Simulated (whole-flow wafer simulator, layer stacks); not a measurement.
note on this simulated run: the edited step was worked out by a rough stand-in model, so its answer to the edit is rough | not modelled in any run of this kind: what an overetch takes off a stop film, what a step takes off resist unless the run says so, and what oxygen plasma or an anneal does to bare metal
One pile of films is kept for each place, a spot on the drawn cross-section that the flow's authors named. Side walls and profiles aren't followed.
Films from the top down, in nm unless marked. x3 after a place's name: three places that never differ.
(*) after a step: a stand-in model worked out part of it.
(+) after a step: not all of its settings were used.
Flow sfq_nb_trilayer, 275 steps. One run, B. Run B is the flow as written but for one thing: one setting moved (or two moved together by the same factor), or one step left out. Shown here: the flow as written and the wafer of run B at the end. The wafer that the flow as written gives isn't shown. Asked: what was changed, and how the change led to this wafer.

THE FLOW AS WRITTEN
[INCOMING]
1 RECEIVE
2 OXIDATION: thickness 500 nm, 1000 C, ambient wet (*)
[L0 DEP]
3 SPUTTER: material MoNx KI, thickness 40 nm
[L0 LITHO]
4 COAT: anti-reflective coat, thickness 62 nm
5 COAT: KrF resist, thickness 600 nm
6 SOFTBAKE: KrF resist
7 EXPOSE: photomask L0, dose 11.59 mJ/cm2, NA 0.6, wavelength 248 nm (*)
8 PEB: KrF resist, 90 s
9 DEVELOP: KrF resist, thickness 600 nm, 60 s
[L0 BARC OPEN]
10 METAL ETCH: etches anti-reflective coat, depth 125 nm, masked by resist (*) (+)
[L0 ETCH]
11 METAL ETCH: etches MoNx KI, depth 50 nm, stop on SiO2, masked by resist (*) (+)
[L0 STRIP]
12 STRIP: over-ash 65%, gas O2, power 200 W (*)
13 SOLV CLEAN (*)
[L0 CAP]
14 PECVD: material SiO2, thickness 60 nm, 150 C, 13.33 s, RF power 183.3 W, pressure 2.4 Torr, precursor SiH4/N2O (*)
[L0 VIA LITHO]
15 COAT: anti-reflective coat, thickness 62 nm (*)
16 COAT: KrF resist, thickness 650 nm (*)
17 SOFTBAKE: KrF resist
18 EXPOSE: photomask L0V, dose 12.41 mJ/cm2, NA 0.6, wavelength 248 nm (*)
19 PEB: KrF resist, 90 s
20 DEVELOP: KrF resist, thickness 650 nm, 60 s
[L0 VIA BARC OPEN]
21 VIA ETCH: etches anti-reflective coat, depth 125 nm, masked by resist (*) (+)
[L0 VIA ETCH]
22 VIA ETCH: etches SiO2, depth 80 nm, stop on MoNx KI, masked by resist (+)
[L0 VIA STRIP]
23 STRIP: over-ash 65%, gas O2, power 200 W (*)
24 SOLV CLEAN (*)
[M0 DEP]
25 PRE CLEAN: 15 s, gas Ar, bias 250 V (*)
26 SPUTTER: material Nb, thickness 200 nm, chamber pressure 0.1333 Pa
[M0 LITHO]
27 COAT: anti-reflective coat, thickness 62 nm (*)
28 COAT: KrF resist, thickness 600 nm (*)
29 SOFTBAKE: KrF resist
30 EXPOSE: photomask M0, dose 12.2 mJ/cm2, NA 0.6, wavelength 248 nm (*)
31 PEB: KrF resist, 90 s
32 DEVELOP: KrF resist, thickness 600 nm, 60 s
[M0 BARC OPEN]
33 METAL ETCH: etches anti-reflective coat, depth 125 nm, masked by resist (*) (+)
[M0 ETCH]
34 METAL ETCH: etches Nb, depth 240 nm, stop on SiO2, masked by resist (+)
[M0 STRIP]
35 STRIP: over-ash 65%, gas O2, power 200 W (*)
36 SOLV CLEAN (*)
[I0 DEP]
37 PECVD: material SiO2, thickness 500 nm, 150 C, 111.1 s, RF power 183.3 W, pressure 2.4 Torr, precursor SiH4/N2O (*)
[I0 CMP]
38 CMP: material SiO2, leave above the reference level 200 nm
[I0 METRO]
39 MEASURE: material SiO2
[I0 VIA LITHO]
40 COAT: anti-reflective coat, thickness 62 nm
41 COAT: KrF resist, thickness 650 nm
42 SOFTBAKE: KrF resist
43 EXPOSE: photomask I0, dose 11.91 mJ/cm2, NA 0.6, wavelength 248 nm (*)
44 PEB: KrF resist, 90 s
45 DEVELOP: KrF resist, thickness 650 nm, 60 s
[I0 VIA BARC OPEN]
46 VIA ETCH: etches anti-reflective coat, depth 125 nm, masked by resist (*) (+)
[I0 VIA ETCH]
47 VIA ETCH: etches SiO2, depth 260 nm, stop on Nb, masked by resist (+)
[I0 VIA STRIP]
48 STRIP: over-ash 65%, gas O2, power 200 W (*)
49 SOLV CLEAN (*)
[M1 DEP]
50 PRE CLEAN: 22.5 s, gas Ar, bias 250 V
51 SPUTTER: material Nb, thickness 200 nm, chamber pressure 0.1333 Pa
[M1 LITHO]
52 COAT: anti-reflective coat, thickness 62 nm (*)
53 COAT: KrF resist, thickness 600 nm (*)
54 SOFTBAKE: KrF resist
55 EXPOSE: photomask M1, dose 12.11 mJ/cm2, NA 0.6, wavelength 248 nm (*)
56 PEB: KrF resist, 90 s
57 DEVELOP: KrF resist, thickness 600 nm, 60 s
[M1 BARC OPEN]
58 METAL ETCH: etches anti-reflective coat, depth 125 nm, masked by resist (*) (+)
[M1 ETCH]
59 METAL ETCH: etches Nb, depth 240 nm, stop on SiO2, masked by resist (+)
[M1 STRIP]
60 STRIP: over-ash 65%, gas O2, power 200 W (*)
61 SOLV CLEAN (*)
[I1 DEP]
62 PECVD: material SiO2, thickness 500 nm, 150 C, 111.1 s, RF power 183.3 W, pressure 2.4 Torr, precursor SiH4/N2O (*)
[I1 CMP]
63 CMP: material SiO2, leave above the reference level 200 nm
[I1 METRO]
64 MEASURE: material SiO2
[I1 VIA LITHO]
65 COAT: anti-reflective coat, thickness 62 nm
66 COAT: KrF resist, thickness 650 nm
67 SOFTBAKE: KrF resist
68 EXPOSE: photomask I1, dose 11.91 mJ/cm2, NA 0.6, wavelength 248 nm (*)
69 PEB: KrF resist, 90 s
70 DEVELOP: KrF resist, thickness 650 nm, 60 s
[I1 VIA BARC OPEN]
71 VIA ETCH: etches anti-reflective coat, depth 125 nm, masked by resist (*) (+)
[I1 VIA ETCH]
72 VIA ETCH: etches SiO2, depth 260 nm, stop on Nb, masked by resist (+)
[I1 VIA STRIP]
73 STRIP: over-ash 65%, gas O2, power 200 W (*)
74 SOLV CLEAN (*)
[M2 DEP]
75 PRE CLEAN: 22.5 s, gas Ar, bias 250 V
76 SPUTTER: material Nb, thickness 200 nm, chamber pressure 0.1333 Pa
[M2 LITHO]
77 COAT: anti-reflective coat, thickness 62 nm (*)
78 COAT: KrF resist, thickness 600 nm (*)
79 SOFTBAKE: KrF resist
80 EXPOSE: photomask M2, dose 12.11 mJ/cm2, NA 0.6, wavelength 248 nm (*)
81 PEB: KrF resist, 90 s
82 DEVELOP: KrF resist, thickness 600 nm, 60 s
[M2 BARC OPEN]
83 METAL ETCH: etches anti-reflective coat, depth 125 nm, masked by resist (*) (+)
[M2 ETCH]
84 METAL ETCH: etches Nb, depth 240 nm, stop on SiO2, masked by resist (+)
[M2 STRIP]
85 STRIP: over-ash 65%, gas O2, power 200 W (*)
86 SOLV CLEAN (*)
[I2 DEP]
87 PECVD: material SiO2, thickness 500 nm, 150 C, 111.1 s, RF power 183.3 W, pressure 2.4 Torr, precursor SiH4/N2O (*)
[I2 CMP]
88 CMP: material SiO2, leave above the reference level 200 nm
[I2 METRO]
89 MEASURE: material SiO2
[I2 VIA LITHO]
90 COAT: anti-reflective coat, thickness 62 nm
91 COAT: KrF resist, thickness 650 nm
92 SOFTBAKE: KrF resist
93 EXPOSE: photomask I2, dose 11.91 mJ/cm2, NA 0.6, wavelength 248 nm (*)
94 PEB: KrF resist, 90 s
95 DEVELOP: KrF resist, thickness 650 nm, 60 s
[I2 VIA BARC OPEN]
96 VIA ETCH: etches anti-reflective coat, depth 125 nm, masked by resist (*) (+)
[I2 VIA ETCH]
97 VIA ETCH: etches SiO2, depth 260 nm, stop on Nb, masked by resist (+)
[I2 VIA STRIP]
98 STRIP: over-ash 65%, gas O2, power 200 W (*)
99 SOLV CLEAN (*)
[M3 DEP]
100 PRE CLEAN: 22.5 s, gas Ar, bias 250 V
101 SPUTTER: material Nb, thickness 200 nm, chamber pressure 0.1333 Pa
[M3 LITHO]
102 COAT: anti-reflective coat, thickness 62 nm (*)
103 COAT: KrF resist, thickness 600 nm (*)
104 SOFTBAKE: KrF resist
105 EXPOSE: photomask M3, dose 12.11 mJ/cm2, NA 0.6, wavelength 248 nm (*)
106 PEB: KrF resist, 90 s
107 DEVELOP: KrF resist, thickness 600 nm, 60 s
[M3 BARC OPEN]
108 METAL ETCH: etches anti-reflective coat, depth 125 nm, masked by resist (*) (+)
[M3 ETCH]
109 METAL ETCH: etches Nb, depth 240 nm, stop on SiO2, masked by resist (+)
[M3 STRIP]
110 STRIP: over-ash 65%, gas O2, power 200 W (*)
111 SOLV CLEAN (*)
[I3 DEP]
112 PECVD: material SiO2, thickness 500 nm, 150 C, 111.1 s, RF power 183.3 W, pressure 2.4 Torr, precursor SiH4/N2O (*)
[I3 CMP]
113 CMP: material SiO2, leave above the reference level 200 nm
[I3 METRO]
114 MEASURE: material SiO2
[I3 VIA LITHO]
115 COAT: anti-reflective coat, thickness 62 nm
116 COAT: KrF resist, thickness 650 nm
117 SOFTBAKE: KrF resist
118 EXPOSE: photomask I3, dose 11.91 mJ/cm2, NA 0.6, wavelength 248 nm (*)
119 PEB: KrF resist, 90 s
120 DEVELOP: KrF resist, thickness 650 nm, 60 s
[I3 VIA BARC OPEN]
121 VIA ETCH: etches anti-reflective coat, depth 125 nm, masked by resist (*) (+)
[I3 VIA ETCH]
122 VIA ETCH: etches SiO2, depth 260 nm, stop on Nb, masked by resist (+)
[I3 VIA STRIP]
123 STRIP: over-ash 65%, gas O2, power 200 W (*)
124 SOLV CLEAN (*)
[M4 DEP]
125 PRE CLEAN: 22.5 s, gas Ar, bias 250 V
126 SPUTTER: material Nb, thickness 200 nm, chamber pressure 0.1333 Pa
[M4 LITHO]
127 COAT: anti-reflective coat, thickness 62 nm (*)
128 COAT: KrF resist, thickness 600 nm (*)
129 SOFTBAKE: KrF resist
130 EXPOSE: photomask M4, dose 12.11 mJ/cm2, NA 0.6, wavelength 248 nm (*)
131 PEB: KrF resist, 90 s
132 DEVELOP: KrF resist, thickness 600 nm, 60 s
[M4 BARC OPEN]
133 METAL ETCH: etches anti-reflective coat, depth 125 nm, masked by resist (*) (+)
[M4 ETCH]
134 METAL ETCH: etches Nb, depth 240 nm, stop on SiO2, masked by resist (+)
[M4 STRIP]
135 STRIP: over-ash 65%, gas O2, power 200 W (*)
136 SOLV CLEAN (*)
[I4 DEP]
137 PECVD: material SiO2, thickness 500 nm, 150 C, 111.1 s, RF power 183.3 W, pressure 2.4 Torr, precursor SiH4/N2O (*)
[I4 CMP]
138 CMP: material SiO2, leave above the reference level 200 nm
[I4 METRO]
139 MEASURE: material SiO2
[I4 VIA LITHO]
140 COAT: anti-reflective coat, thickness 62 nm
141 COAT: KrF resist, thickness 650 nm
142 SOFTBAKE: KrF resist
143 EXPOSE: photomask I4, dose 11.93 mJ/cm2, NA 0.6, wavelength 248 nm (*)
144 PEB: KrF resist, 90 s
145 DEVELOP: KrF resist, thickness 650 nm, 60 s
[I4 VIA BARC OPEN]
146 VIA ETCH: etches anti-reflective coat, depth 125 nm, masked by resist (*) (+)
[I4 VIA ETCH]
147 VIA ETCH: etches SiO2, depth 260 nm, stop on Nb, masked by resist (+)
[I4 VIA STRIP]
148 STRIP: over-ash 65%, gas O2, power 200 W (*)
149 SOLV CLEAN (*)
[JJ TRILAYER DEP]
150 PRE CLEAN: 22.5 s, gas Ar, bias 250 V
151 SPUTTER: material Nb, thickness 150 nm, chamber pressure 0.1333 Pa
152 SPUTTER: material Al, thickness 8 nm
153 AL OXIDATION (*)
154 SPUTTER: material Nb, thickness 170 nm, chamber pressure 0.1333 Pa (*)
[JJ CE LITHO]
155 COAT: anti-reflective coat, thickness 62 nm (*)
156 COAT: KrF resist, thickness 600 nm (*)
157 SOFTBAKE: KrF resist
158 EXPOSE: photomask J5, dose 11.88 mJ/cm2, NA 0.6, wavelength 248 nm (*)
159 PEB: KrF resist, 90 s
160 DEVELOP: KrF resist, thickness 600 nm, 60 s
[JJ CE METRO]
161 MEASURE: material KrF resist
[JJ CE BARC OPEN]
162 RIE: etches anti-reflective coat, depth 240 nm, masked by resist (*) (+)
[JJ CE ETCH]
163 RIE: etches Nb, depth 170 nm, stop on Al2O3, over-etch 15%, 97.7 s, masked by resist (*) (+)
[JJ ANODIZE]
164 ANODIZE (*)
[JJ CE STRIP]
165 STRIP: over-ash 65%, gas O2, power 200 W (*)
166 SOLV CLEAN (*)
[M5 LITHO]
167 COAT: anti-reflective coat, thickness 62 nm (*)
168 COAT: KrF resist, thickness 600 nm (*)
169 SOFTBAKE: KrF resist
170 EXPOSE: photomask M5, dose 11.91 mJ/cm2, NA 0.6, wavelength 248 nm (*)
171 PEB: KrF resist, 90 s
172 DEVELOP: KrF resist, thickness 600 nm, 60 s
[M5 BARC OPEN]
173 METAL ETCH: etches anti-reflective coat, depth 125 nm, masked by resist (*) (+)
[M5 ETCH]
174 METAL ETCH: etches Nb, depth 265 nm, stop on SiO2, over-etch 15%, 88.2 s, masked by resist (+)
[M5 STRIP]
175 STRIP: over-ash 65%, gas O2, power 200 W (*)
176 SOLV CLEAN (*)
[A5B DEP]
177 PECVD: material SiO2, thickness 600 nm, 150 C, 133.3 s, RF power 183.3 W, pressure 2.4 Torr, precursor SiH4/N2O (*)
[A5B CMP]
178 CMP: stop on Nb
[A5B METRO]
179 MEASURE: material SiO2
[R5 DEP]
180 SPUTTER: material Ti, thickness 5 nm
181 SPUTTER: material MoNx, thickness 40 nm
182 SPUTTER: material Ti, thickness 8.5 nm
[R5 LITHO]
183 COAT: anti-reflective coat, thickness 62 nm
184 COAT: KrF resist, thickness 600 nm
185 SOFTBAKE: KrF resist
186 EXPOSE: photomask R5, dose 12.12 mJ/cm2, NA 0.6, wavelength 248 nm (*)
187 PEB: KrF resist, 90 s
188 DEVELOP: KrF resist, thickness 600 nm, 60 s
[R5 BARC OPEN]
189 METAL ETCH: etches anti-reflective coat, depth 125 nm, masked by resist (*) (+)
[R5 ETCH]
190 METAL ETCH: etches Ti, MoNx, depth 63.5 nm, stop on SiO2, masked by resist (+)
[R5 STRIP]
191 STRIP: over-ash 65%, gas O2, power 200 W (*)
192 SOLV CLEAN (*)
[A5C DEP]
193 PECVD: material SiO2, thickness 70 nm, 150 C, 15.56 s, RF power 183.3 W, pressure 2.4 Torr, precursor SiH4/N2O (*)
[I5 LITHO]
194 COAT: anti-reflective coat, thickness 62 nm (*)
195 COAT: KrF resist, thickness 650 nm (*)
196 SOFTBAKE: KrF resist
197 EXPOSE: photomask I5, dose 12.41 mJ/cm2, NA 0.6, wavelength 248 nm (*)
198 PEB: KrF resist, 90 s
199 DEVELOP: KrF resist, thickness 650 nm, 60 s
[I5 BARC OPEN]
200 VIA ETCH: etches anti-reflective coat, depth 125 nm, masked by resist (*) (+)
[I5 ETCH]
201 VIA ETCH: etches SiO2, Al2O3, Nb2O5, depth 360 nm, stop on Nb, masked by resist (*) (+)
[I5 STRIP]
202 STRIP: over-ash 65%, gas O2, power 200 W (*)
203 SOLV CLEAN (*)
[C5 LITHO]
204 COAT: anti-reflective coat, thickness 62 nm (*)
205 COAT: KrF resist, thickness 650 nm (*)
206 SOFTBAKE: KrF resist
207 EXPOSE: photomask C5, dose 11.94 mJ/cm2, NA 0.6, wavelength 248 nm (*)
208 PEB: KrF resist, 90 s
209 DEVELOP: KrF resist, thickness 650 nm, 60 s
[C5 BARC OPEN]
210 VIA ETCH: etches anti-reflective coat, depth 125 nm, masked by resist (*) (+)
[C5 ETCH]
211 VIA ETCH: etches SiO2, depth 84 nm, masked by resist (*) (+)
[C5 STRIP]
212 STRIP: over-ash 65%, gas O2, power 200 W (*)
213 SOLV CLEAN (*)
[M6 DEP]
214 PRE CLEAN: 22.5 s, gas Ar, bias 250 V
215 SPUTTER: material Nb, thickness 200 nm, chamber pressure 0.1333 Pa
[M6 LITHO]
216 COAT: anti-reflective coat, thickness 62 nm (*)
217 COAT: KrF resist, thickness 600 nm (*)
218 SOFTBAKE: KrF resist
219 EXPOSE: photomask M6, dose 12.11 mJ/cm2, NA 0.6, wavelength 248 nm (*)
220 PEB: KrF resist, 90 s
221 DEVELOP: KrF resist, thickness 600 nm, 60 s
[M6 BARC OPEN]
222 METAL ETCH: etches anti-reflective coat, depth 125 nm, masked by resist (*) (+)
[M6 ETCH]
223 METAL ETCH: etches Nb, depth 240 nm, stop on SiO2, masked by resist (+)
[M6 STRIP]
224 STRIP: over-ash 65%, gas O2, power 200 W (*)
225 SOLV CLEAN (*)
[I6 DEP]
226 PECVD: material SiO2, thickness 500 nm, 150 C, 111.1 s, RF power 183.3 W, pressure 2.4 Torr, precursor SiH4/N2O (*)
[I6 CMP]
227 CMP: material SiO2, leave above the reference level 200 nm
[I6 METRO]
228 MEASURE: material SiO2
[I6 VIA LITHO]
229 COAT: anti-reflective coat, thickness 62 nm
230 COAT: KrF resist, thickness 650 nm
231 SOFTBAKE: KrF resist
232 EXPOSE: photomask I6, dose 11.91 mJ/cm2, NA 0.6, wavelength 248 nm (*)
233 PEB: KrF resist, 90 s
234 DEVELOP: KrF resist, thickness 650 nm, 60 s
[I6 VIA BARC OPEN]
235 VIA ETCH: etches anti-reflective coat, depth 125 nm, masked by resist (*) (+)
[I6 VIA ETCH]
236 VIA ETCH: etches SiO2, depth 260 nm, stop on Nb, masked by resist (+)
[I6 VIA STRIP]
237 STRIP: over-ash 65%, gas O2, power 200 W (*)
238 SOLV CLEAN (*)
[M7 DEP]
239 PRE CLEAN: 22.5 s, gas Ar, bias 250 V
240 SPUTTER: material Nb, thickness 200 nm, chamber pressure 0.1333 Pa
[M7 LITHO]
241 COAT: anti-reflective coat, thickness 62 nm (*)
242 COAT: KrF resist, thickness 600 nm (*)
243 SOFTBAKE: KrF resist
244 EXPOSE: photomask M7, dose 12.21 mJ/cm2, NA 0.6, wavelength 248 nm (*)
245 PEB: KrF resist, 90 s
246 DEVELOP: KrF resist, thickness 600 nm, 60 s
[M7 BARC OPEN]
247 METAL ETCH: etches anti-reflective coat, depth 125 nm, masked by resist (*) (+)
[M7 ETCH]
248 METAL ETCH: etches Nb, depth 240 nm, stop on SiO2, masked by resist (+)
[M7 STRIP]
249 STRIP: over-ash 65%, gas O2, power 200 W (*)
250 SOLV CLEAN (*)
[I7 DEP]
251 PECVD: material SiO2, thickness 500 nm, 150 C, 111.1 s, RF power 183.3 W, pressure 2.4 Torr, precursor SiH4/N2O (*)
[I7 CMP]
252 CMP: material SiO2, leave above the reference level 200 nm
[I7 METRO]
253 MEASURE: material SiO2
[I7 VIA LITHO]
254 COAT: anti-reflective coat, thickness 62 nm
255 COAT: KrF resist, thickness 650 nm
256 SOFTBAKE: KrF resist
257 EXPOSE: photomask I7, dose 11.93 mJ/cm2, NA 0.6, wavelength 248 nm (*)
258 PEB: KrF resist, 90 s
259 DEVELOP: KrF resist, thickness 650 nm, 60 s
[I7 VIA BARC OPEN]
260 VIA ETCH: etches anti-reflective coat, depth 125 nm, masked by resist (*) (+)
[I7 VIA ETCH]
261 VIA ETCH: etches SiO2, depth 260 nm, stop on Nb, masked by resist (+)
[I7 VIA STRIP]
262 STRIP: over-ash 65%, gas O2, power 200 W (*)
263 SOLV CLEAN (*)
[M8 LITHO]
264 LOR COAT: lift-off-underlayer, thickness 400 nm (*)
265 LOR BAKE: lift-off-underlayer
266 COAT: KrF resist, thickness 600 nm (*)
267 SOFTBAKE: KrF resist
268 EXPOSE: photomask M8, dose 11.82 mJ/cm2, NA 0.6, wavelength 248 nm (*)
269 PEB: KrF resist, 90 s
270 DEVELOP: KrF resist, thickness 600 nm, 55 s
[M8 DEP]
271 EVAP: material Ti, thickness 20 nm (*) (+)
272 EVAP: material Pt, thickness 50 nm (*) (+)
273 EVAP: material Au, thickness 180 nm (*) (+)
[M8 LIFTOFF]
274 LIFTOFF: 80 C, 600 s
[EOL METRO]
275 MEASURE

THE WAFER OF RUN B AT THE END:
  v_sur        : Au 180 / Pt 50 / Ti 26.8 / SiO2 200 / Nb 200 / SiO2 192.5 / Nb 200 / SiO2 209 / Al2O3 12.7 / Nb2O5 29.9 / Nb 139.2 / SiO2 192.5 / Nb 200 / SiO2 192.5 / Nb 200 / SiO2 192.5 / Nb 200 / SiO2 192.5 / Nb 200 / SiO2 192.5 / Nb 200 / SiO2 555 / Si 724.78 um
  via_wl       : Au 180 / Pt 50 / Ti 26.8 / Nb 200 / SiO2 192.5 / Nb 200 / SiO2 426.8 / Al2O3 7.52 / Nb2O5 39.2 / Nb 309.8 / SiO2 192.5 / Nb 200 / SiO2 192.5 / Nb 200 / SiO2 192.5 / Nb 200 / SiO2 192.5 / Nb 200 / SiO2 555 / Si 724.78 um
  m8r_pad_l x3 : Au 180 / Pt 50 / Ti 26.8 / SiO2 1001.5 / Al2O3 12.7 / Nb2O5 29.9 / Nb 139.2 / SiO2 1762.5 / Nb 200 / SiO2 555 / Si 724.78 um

The cause: step 271, EVAP: thickness 26.8 nm was run, where the flow has thickness 20 nm.
It can be read off the wafer: v_sur has Ti 26.8, and step 271 as written asks for 20 nm.

How the change led to this, step by step:
  271 EVAP: material Ti, thickness 20 nm (*) (+)
      field_l, v_sur, via_wl and 103 more: Ti +26.8 (new film) (as written it would be: Ti +20 (new film))
  274 LIFTOFF: 80 C, 600 s
      p4_fl x3, p4_w1 x9, p4_g1 x2 and 60 more: Au -180 (all of it), Pt -50 (all of it), Ti -26.8 (all of it), KrF resist -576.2 (all of it), lift-off-underlayer -400 (all of it) (as written it would be: Au -180 (all of it), Pt -50 (all of it), Ti -20 (all of it), KrF resist -576.2 (all of it), lift-off-underlayer -400 (all of it))
      c5j, ce_r: Au -180 (all of it), Pt -50 (all of it), Ti -26.8 (all of it), KrF resist -573.3 (all of it), lift-off-underlayer -399.3 (all of it) (as written it would be: Au -180 (all of it), Pt -50 (all of it), Ti -20 (all of it), KrF resist -573.3 (all of it), lift-off-underlayer -399.3 (all of it))
      (and at 19 more places)
